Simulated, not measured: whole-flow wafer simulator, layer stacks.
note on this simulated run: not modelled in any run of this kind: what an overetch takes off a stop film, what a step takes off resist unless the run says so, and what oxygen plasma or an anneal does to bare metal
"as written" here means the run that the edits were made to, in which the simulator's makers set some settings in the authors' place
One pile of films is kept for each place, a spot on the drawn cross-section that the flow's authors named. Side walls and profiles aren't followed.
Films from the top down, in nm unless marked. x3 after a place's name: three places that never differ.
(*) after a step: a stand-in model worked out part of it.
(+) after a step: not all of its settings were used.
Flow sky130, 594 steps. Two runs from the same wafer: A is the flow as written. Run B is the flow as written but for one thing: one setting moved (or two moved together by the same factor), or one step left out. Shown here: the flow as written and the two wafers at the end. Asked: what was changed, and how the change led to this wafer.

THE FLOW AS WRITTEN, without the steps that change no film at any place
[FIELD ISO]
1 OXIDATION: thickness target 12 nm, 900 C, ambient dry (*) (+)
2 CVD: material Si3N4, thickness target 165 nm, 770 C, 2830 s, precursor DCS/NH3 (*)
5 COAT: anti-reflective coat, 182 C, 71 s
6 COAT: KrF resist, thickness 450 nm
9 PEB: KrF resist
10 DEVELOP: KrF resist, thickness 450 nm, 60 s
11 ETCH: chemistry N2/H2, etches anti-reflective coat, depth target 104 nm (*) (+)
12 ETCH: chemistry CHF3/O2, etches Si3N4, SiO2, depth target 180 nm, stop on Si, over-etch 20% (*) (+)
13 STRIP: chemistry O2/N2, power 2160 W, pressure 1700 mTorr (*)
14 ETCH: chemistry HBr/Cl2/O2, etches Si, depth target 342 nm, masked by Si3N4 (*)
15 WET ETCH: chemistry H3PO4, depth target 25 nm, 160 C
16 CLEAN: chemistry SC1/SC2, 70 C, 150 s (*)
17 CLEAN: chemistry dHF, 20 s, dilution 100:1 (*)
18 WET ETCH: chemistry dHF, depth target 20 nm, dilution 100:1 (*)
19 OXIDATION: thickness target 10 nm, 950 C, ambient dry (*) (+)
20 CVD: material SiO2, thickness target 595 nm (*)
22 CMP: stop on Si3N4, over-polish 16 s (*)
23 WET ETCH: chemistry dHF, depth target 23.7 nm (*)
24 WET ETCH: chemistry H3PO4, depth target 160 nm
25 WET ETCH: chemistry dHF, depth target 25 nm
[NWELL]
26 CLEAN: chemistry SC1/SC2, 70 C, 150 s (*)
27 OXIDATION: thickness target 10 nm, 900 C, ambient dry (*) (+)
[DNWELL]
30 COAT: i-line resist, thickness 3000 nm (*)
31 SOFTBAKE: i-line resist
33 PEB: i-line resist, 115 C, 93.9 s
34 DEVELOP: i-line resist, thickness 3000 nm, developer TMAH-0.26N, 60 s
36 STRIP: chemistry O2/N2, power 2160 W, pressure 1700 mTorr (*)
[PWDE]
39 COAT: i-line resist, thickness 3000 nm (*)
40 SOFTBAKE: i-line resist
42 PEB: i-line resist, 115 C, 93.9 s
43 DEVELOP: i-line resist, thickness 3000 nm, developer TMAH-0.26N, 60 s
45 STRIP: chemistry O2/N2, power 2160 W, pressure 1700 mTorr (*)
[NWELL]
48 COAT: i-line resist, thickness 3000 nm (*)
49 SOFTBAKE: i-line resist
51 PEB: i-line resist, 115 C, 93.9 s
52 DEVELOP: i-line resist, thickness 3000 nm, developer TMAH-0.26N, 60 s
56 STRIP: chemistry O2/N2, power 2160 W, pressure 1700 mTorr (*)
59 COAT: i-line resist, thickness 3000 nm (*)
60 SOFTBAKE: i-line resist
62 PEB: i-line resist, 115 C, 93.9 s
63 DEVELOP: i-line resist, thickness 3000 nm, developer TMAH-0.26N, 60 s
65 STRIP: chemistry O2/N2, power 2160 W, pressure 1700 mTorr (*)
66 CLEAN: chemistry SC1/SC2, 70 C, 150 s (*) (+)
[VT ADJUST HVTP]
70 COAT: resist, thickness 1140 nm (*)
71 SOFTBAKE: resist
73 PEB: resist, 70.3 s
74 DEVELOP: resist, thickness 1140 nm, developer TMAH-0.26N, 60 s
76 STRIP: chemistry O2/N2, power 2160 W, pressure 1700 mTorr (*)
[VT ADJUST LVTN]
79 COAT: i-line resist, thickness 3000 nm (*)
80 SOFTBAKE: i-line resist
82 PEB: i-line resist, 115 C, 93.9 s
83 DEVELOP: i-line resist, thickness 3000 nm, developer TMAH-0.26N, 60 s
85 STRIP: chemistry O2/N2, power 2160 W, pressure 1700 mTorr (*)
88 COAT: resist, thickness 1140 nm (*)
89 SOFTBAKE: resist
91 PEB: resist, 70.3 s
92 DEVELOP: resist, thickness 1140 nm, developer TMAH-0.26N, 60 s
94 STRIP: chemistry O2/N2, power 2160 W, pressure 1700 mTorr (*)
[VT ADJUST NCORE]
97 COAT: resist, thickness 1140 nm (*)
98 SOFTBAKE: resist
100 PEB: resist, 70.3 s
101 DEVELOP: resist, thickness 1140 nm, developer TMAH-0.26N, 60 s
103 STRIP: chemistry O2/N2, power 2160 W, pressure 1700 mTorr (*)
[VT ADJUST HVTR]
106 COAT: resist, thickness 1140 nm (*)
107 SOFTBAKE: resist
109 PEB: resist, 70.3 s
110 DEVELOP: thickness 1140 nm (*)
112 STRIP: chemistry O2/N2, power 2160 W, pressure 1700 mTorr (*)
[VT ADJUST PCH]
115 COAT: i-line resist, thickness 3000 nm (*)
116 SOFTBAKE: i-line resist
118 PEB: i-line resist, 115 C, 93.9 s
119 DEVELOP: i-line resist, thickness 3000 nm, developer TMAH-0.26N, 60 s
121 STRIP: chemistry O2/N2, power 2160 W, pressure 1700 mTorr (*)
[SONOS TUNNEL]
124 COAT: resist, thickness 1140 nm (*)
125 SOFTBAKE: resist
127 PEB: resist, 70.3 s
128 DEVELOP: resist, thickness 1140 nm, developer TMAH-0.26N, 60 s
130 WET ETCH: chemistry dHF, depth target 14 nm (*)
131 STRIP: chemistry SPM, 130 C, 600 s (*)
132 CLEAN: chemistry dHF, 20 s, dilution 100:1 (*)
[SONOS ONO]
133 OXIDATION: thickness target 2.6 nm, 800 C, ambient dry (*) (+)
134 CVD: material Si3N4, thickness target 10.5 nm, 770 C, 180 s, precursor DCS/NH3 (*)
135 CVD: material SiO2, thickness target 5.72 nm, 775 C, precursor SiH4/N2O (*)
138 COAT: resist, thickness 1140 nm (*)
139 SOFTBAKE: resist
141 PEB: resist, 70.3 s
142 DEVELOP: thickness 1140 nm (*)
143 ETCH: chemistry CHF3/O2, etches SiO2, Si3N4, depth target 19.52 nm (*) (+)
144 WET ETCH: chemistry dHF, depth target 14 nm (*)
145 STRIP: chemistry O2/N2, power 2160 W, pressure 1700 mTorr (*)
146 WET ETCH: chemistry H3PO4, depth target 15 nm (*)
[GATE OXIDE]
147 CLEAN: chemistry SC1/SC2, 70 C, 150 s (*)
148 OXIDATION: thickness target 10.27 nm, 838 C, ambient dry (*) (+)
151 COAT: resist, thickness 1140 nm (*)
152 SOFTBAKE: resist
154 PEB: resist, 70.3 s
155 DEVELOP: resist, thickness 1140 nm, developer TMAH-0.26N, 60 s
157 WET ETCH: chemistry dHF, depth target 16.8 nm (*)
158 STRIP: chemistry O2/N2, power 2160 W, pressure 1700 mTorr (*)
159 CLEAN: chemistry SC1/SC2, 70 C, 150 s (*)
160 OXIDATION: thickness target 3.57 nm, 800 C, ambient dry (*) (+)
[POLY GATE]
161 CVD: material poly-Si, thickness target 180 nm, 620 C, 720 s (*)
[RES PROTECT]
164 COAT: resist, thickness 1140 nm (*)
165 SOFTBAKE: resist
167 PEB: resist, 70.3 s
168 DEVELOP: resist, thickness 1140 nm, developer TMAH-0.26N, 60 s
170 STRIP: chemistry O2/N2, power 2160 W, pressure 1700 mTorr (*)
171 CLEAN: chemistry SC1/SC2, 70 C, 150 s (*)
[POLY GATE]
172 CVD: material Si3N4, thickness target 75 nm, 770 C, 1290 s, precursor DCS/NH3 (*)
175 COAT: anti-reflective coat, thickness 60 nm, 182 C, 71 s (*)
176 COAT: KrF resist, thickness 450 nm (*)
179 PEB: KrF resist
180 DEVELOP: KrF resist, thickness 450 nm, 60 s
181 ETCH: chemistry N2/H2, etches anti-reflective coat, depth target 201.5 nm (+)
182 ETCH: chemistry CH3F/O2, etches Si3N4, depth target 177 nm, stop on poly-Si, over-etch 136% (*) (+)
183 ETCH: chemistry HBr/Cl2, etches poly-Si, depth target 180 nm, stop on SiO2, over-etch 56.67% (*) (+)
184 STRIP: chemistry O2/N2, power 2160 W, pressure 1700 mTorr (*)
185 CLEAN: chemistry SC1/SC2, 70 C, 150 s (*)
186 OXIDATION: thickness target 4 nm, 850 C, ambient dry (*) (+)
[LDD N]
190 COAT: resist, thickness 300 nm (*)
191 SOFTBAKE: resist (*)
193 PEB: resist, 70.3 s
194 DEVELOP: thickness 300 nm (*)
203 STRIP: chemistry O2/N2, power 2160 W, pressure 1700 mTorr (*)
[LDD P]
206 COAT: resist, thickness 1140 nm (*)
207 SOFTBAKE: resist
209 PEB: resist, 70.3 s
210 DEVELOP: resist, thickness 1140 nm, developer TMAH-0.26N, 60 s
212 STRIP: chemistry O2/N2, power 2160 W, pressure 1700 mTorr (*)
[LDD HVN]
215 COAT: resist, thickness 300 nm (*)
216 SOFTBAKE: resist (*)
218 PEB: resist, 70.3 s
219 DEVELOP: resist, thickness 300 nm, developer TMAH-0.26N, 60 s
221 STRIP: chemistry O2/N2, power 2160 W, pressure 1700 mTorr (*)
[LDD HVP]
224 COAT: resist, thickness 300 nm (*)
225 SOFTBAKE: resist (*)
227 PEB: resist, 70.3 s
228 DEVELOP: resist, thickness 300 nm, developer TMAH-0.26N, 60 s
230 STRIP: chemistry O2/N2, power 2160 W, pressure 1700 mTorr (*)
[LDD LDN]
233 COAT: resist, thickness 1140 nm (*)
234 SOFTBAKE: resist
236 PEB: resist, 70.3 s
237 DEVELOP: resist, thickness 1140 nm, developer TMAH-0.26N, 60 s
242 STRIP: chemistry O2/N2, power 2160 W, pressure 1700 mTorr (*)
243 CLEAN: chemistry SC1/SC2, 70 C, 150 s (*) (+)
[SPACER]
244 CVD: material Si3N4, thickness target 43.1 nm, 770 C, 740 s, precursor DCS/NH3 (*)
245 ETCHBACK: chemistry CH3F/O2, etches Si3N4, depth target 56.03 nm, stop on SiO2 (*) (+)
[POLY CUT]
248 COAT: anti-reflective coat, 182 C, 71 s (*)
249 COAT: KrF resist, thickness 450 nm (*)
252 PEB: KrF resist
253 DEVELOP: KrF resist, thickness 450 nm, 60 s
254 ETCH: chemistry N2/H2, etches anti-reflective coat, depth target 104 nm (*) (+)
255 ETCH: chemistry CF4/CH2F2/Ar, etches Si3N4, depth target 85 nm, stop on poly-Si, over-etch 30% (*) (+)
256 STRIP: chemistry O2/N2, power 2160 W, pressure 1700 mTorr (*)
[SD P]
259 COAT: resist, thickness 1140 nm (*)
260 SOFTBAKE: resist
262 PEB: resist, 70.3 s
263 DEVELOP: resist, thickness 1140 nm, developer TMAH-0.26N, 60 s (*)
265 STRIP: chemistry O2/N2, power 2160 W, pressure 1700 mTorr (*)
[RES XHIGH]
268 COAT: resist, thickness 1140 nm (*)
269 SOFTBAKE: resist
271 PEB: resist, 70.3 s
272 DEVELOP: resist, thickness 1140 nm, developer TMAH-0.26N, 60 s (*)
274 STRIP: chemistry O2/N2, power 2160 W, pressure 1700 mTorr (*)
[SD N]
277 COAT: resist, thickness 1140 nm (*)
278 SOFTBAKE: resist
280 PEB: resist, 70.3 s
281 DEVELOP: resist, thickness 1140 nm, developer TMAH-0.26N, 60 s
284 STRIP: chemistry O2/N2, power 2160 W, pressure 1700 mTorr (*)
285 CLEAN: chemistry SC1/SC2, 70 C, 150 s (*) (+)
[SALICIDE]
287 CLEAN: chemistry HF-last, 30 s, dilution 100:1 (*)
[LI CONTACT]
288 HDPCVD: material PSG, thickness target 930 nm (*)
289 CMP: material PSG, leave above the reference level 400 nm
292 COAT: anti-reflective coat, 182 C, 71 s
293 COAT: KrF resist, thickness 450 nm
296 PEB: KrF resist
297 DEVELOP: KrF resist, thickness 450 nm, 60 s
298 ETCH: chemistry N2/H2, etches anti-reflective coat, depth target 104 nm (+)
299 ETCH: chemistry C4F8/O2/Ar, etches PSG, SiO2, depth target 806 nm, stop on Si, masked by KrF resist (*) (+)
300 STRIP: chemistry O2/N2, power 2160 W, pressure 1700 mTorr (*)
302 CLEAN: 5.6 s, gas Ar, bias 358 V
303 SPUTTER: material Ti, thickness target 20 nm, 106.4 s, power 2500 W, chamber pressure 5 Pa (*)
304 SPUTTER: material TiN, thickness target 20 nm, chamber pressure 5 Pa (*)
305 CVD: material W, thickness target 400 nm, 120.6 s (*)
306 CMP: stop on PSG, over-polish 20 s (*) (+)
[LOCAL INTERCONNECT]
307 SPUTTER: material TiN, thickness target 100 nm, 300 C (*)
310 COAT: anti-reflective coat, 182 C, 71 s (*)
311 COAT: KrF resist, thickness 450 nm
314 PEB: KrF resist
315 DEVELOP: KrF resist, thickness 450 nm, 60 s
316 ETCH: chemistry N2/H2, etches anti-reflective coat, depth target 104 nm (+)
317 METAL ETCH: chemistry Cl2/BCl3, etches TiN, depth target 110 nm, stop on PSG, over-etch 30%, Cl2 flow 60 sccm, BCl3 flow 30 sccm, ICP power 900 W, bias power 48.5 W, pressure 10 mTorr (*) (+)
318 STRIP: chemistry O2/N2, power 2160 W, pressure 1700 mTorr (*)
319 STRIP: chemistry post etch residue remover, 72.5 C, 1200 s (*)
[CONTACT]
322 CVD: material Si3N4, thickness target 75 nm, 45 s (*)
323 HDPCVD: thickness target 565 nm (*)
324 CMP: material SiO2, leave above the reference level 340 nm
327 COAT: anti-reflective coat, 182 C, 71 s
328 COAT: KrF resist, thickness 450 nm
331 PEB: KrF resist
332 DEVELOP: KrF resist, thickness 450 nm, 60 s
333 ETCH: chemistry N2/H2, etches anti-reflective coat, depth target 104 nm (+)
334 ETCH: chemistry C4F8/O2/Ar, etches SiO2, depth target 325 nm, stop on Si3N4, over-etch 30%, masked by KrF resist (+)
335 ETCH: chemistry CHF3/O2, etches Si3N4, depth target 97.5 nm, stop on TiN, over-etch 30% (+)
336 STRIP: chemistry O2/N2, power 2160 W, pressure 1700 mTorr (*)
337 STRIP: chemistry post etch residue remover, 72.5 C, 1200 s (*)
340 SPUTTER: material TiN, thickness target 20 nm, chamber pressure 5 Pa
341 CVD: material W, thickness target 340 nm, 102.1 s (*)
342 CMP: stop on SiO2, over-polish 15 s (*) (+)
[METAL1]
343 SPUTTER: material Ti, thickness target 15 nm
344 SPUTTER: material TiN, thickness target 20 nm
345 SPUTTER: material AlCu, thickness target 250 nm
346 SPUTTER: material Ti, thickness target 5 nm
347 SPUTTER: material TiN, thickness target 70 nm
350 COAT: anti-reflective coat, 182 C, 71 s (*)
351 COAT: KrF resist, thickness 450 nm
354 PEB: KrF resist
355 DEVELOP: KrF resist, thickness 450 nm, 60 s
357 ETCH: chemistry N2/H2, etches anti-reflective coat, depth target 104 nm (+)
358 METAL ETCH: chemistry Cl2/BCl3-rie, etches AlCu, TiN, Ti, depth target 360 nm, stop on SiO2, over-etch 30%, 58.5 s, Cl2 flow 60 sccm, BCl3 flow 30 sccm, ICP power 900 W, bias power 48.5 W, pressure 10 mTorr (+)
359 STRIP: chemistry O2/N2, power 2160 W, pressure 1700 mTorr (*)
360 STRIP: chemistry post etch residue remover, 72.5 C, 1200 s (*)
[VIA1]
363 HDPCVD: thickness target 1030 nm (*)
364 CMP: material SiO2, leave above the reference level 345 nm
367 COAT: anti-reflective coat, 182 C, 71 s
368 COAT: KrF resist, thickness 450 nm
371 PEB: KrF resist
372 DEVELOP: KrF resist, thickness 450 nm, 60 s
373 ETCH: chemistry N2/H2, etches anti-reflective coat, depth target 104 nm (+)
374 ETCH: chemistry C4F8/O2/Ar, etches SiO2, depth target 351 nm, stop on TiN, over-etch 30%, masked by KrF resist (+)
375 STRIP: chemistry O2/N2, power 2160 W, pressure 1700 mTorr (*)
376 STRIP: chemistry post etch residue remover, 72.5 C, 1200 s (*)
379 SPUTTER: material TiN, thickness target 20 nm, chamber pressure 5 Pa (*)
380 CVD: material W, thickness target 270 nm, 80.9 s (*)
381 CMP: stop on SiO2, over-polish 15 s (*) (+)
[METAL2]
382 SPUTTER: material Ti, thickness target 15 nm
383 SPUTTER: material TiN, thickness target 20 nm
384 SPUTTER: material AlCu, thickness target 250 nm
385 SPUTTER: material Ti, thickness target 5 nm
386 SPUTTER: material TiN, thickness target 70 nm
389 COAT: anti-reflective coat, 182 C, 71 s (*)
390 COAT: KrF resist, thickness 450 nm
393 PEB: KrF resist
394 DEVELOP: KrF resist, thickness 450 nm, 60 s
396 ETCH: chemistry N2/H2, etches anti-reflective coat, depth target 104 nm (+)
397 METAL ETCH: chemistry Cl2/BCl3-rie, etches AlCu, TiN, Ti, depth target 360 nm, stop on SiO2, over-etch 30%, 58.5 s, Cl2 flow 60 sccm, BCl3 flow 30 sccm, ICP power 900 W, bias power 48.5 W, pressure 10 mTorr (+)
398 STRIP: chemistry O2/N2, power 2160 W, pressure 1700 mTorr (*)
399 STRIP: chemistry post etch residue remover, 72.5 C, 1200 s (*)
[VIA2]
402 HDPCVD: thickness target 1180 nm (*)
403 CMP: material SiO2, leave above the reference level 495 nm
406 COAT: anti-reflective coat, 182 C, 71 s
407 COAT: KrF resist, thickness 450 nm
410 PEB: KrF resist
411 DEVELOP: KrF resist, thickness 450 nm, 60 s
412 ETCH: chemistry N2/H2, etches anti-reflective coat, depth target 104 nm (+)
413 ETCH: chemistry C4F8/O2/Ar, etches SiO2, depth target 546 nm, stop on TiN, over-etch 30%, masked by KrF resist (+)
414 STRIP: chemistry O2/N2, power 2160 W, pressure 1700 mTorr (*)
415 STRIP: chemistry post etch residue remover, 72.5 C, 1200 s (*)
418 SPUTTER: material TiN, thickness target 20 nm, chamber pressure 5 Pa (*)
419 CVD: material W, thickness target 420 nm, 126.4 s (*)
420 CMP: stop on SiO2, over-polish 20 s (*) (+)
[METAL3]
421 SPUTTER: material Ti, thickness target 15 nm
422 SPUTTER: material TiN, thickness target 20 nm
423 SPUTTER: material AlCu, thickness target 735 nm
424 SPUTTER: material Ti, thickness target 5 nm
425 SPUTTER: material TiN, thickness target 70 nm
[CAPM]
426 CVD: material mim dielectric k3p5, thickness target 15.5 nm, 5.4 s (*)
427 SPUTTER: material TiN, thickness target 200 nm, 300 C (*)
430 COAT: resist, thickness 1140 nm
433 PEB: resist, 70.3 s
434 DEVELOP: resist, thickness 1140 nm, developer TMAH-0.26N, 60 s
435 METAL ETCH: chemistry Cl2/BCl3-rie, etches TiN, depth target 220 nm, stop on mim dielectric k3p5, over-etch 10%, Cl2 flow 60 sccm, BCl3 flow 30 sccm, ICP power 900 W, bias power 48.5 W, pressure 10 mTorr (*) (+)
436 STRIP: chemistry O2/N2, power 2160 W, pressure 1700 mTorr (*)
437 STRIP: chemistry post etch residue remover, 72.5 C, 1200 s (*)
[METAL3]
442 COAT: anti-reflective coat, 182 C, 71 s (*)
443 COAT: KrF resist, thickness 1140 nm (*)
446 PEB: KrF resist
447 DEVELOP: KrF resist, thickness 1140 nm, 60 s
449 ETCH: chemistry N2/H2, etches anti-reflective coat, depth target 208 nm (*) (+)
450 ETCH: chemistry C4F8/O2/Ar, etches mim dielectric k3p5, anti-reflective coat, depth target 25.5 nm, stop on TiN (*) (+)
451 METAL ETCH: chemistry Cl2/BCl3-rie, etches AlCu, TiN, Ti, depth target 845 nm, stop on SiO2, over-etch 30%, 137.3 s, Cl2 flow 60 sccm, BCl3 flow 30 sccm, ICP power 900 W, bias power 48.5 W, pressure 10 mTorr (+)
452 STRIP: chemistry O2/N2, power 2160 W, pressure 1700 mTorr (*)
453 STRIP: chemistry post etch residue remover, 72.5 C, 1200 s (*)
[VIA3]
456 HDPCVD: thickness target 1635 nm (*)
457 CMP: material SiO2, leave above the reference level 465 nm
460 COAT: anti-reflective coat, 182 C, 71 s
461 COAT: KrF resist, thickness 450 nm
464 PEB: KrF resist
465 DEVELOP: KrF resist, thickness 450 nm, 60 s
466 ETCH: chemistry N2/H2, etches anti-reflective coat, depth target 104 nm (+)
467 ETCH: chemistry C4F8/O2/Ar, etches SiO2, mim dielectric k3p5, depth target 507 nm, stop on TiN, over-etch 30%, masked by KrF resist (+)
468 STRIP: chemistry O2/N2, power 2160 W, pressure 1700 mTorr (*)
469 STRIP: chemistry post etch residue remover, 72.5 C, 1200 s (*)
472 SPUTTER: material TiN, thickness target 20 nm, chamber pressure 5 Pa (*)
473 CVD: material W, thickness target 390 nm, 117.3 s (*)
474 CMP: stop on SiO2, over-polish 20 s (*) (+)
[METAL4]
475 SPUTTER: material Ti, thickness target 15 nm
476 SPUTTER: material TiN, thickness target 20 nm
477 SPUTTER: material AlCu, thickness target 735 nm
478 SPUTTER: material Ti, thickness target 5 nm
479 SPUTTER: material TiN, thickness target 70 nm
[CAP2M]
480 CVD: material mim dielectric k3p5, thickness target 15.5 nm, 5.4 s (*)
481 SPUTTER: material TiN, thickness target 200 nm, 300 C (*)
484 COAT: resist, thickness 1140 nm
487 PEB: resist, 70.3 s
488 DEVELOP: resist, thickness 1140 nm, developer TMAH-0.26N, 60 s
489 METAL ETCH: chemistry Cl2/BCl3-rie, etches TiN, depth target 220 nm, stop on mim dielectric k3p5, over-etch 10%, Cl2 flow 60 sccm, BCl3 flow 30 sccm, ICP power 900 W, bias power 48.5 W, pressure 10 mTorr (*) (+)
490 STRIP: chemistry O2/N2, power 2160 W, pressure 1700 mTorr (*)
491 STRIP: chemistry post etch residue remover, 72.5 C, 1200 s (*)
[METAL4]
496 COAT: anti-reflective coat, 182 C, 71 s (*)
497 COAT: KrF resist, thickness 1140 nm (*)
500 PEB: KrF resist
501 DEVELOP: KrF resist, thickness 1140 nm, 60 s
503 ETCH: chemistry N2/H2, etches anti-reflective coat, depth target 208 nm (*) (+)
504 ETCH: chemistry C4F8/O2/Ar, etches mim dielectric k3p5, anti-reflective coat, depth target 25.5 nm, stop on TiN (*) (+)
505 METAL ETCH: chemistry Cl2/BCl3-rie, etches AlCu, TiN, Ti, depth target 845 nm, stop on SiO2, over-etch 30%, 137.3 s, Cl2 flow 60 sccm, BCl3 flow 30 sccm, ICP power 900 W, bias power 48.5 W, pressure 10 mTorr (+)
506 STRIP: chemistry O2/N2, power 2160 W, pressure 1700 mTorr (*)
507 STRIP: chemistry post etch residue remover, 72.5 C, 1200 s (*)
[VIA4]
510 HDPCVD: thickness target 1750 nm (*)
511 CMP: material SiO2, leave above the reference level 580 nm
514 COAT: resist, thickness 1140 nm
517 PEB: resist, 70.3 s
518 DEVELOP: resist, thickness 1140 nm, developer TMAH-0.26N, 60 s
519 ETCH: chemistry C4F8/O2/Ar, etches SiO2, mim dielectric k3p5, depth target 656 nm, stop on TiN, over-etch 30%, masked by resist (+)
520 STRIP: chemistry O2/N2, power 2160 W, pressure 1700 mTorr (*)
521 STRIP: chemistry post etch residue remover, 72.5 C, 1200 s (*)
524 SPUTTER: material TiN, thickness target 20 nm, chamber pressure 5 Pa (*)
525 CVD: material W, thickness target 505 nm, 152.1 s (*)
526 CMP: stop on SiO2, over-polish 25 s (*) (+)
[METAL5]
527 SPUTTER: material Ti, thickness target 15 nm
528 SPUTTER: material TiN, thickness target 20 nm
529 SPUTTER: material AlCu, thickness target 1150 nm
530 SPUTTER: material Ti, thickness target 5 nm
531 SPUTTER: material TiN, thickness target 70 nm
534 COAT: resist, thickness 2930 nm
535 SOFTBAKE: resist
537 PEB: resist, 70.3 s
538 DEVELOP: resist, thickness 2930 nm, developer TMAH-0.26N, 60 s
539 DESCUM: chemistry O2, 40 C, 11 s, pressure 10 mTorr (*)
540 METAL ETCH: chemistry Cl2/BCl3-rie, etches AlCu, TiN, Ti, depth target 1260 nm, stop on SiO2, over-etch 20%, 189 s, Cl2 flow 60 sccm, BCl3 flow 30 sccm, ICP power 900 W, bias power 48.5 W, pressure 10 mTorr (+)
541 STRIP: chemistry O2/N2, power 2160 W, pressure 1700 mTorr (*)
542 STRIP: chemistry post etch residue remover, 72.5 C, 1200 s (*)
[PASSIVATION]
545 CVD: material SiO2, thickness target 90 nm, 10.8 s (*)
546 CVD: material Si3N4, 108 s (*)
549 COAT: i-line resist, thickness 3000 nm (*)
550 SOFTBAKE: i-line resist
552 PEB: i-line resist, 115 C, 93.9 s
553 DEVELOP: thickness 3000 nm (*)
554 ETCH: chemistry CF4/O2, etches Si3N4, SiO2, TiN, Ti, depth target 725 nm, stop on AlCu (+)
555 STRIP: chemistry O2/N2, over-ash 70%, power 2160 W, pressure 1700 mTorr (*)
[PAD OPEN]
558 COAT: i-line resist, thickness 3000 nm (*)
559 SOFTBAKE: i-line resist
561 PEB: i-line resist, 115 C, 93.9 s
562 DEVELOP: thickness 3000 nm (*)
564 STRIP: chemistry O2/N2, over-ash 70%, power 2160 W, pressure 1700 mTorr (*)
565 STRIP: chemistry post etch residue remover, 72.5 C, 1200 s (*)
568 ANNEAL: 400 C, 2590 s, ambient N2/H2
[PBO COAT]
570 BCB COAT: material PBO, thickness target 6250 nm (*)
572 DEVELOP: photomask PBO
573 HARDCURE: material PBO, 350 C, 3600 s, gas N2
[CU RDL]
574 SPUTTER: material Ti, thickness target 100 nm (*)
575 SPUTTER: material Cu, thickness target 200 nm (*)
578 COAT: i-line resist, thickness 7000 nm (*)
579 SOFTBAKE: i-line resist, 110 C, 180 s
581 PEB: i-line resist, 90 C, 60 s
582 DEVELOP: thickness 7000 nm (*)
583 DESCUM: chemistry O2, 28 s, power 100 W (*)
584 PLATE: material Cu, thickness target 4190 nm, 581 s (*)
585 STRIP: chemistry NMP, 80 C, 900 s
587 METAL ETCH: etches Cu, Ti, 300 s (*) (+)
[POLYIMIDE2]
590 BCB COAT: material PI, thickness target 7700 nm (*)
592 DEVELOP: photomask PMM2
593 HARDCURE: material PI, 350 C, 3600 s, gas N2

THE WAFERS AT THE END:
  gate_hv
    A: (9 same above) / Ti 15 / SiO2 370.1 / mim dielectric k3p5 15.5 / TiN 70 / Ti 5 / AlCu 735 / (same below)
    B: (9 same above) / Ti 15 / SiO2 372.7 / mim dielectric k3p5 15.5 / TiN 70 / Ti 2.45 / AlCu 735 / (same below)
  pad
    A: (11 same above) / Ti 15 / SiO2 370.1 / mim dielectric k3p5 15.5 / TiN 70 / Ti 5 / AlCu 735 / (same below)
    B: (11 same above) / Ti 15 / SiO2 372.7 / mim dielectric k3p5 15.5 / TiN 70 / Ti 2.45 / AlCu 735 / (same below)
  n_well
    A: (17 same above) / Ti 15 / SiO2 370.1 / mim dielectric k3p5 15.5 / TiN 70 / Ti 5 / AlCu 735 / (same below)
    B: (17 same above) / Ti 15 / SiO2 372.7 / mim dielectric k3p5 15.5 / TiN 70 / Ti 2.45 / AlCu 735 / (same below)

The cause: step 424, SPUTTER: thickness target 2.45 nm was run, where the flow has thickness target 5 nm.
It can be read off the wafer: gate_hv has Ti 2.45, and step 424 as written asks for 5 nm.

How the change led to this, step by step:
  424 SPUTTER: material Ti, thickness target 5 nm
      field, active, n_well and 188 more: A Ti +5 (new film) | B Ti +2.45 (new film)
  451 METAL ETCH: chemistry Cl2/BCl3-rie, etches AlCu, TiN, Ti, depth target 845 nm, stop on SiO2, over-etch 30%, 137.3 s, Cl2 flow 60 sccm, BCl3 flow 30 sccm, ICP power 900 W, bias power 48.5 W, pressure 10 mTorr (+)
      field, gate, spacer and 68 more: A TiN -70 (all of it), Ti -5 (all of it), AlCu -735 (all of it), TiN -20 (all of it), Ti -15 (all of it), SiO2 -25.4 | B TiN -70 (all of it), Ti -2.45 (all of it), AlCu -735 (all of it), TiN -20 (all of it), Ti -15 (all of it), SiO2 -25.6
      active, vpp_ln, vpp_iso2 and 11 more: A TiN -70 (all of it), Ti -5 (all of it), AlCu -735 (all of it), TiN -20 (all of it), Ti -15 (all of it), SiO2 -25.3 | B TiN -70 (all of it), Ti -2.45 (all of it), AlCu -735 (all of it), TiN -20 (all of it), Ti -15 (all of it), SiO2 -25.6
